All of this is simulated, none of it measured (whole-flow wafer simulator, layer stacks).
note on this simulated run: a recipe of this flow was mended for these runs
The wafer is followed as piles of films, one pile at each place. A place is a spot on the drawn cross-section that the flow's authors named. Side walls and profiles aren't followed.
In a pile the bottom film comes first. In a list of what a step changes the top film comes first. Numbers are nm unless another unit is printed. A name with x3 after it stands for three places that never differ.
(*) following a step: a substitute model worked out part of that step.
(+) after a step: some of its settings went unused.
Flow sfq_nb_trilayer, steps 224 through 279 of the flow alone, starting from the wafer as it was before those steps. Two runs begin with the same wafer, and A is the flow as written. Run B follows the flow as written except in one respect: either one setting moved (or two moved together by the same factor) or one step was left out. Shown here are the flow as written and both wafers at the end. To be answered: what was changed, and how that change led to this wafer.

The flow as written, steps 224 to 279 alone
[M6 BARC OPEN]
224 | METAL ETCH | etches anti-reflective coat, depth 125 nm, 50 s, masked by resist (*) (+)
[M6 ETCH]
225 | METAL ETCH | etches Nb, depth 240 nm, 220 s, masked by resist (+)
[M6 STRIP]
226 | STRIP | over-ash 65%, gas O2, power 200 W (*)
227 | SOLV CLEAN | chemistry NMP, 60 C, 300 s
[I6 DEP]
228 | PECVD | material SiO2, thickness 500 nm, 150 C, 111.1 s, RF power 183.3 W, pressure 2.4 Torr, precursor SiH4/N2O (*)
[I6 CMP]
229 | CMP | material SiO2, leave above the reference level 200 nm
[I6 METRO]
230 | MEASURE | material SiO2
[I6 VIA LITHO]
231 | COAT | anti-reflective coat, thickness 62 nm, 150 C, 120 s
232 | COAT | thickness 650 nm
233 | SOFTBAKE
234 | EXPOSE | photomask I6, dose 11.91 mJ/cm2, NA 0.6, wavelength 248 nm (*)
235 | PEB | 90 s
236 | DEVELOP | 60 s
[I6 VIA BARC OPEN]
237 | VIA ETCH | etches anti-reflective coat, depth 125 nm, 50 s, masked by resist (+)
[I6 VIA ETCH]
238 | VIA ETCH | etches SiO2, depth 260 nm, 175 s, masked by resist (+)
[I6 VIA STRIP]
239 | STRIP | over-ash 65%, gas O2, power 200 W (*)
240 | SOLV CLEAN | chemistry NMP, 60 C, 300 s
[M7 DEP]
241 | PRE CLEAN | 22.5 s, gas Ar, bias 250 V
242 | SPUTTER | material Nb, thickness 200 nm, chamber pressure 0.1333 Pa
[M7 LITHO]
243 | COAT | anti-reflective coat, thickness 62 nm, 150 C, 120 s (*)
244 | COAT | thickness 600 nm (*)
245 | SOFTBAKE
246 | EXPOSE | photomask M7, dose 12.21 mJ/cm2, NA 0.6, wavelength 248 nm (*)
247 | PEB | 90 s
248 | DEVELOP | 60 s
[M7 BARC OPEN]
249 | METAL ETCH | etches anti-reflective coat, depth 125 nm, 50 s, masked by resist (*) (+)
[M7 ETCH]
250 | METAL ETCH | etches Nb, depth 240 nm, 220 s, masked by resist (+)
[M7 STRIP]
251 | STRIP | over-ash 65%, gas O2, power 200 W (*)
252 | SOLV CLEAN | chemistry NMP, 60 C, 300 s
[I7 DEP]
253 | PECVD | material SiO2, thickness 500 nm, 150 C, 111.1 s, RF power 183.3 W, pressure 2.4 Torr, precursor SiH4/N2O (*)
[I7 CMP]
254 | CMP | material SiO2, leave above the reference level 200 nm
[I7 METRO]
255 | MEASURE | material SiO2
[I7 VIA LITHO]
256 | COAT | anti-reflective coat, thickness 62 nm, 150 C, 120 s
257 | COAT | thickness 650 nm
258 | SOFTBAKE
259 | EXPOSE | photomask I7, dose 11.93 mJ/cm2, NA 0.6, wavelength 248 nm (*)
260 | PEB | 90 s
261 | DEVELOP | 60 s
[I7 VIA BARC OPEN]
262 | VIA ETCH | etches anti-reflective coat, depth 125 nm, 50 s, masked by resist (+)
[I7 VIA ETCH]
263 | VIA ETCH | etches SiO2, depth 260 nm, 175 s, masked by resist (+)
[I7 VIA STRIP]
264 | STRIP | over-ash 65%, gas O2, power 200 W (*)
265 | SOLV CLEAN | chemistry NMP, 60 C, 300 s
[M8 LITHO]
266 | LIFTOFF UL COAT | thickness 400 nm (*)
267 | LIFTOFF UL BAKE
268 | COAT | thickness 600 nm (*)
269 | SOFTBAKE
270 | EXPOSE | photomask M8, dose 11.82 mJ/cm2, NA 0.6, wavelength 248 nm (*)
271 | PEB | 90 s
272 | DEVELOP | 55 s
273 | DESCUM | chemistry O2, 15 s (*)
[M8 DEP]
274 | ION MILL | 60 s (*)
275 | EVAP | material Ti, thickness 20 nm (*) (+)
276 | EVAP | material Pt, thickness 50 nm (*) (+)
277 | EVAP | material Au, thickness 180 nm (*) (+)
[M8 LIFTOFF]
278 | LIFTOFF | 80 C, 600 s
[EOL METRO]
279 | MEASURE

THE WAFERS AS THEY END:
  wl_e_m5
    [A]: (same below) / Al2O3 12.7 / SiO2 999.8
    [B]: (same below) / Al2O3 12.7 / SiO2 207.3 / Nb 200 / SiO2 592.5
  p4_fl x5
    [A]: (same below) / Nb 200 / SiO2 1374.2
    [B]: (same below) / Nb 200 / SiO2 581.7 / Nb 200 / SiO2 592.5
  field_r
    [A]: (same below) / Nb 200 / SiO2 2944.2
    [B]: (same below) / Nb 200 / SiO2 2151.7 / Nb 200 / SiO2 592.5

What caused this: step 225, METAL ETCH: etches Nb, depth 240 nm, 220 s, masked by resist (+), was not run.

How this came from the change, step by step:
  226 | STRIP | over-ash 65%, gas O2, power 200 W (*)
      wl_j_sl, wl_j_sr: A -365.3 KrF-resist-other-grade (all of it), -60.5 anti-reflective coat (all of it) | B -506.5 KrF-resist-other-grade (all of it), -60.5 anti-reflective coat (all of it)
      m6r_line_l x2: A -364.6 KrF-resist-other-grade (all of it), -62 anti-reflective coat (all of it) | B -505.8 KrF-resist-other-grade (all of it), -62 anti-reflective coat (all of it)
      (also at 23 further places)
  228 | PECVD | material SiO2, thickness 500 nm, 150 C, 111.1 s, RF power 183.3 W, pressure 2.4 Torr, precursor SiH4/N2O (*)
      field_l, p4_fl x5, p4_w1 x9 and 50 more: A +500 SiO2 | B +500 SiO2 (new film)
      moat, field_r, lsp_l, ln_m5, lsp_m: A +493.5 SiO2 | B +500 SiO2 (new film)
      (also at 9 further places)
  229 | CMP | material SiO2, leave above the reference level 200 nm
      field_l, p4_fl x5, p4_w1 x9 and 47 more: A -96 SiO2 | B -300 SiO2
      moat, field_r, lsp_l, ln_m5, lsp_m: A -89.5 SiO2 | B -300 SiO2
      (also at 12 further places)
With metal films that touch counted as one body, wl_e_m5 has 7 bodies (between them, from the top down: SiO2 207.3 / Al2O3 12.7 / Nb2O5 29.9; SiO2 192.5; SiO2 192.5; SiO2 192.5; SiO2 192.5; SiO2 192.5); the flow as written gives 6 bodies (between them, from the top down: SiO2 192.5; SiO2 192.5; SiO2 192.5; SiO2 192.5; SiO2 192.5).
With metal films that touch counted as one body, p4_fl x5 has 3 bodies (between them, from the top down: SiO2 581.7; SiO2 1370); the flow as written gives 2 bodies (between them, from the top down: SiO2 1370).
With metal films that touch counted as one body, field_r has 2 bodies (between them, from the top down: SiO2 2151.7); the flow as written gives 1 body.
